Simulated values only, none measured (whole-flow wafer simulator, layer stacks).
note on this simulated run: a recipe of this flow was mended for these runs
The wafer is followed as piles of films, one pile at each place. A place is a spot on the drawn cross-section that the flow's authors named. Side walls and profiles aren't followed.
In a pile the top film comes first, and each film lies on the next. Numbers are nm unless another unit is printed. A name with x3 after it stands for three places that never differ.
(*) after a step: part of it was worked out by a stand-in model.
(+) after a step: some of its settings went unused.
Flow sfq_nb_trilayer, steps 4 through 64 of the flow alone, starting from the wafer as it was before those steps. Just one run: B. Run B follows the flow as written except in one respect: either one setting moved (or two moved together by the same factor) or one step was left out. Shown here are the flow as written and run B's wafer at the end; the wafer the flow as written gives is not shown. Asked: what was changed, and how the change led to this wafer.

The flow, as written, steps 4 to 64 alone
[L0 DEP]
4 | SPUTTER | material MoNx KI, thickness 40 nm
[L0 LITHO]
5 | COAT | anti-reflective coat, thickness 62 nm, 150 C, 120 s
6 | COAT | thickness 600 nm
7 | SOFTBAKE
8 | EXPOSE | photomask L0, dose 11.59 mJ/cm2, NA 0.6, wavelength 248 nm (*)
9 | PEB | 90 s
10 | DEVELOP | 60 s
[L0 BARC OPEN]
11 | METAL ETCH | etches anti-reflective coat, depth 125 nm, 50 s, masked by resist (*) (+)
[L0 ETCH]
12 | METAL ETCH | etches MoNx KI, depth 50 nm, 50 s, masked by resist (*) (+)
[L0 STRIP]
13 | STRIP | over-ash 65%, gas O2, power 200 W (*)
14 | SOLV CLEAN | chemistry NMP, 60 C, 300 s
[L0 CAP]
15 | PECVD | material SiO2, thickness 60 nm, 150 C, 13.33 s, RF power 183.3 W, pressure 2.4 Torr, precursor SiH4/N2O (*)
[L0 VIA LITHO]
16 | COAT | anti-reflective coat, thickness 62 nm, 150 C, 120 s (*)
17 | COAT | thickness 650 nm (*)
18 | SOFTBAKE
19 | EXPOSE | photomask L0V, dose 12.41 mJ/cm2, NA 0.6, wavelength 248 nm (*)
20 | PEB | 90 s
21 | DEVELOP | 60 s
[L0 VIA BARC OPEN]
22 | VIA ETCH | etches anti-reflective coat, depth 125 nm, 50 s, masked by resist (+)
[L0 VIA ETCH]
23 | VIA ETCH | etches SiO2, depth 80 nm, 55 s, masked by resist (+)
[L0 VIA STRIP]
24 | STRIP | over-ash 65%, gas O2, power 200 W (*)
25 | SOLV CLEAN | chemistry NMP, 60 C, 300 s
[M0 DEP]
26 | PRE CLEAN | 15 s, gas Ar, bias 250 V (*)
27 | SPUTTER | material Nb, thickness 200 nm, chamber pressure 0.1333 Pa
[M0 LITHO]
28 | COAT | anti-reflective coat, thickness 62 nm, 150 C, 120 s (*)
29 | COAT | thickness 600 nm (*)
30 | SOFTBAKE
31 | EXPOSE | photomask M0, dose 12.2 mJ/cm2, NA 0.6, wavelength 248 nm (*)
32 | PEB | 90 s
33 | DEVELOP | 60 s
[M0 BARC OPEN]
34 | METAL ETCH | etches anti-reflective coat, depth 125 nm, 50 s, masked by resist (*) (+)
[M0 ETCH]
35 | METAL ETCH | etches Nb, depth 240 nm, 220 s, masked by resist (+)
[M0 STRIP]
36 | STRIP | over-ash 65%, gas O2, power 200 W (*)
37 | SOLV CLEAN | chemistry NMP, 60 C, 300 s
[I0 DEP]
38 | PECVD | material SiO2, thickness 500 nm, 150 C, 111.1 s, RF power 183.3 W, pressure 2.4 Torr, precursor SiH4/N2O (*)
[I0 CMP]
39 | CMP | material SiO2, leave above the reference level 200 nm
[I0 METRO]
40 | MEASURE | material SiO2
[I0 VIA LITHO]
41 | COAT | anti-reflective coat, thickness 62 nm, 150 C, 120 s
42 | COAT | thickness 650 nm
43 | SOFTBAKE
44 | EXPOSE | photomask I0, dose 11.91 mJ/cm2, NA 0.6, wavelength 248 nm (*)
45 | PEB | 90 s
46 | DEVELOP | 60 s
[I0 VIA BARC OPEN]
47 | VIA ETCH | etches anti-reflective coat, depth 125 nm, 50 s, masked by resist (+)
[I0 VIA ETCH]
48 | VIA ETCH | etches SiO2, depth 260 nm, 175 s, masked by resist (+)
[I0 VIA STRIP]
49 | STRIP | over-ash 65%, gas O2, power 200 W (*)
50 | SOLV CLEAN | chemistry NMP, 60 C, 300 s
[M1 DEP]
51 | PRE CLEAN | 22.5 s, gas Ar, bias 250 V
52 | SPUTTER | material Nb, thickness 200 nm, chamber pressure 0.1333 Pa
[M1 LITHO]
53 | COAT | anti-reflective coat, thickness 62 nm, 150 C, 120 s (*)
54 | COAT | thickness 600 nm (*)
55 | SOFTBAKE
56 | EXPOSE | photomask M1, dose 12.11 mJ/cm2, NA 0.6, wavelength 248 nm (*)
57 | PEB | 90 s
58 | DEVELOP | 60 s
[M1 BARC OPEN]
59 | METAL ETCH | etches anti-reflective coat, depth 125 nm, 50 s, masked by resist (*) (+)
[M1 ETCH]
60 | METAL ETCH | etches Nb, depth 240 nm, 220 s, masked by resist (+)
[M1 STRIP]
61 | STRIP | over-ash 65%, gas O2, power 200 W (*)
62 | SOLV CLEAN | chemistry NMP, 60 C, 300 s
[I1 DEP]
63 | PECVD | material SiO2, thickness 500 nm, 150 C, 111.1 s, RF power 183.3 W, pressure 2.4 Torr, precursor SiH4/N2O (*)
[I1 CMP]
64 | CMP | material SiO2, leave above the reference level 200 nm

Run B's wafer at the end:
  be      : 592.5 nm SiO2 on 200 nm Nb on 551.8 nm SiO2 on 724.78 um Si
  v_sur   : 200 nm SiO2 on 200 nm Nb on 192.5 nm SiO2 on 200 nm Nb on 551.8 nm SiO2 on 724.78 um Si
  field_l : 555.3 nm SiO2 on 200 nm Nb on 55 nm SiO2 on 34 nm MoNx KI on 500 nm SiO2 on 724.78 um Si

The reason: step 4, SPUTTER: thickness 34 nm was run, whereas the flow has thickness 40 nm.
One can read it off the wafer: field_l has MoNx KI 34, and step 4 as written asks for 40 nm.

How this came from the change, step by step:
  4 | SPUTTER | material MoNx KI, thickness 40 nm
      field_l, v_sur, via_wl and 103 more: +34 MoNx KI (new film) (as written it would have been: +40 MoNx KI (new film))
  12 | METAL ETCH | etches MoNx KI, depth 50 nm, 50 s, masked by resist (*) (+)
      v_sur, via_wl, via_w and 97 more: -34 MoNx KI (all of it), -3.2 SiO2 (as written it would have been: -40 MoNx KI (all of it), -2 SiO2)
  16 | COAT | anti-reflective coat, thickness 62 nm, 150 C, 120 s (*)
      field_l: +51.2 anti-reflective coat (new film) (as written it would have been: +50 anti-reflective coat (new film))
      v_sur: +76.4 anti-reflective coat (new film) (as written it would have been: +78.1 anti-reflective coat (new film))
      (as well as at 3 more places)
  24 | STRIP | over-ash 65%, gas O2, power 200 W (*)
      field_l: -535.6 KrF-resist-other-grade (all of it), -51.2 anti-reflective coat (all of it) (as written it would have been: -534.7 KrF-resist-other-grade (all of it), -50 anti-reflective coat (all of it))
      v_sur: -544.1 KrF-resist-other-grade (all of it), -76.4 anti-reflective coat (all of it) (as written it would have been: -544.6 KrF-resist-other-grade (all of it), -78.1 anti-reflective coat (all of it))
      (as well as at 3 more places)
  28 | COAT | anti-reflective coat, thickness 62 nm, 150 C, 120 s (*)
      field_l: +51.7 anti-reflective coat (new film) (as written it would have been: +50.5 anti-reflective coat (new film))
      v_sur: +76.4 anti-reflective coat (new film) (as written it would have been: +78.2 anti-reflective coat (new film))
      (as well as at 2 more places)
  36 | STRIP | over-ash 65%, gas O2, power 200 W (*)
      field_l: -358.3 KrF-resist-other-grade (all of it), -51.7 anti-reflective coat (all of it) (as written it would have been: -357.4 KrF-resist-other-grade (all of it), -50.5 anti-reflective coat (all of it))
      v_sur: -367 KrF-resist-other-grade (all of it), -76.4 anti-reflective coat (all of it) (as written it would have been: -367.4 KrF-resist-other-grade (all of it), -78.2 anti-reflective coat (all of it))
      (as well as at 2 more places)
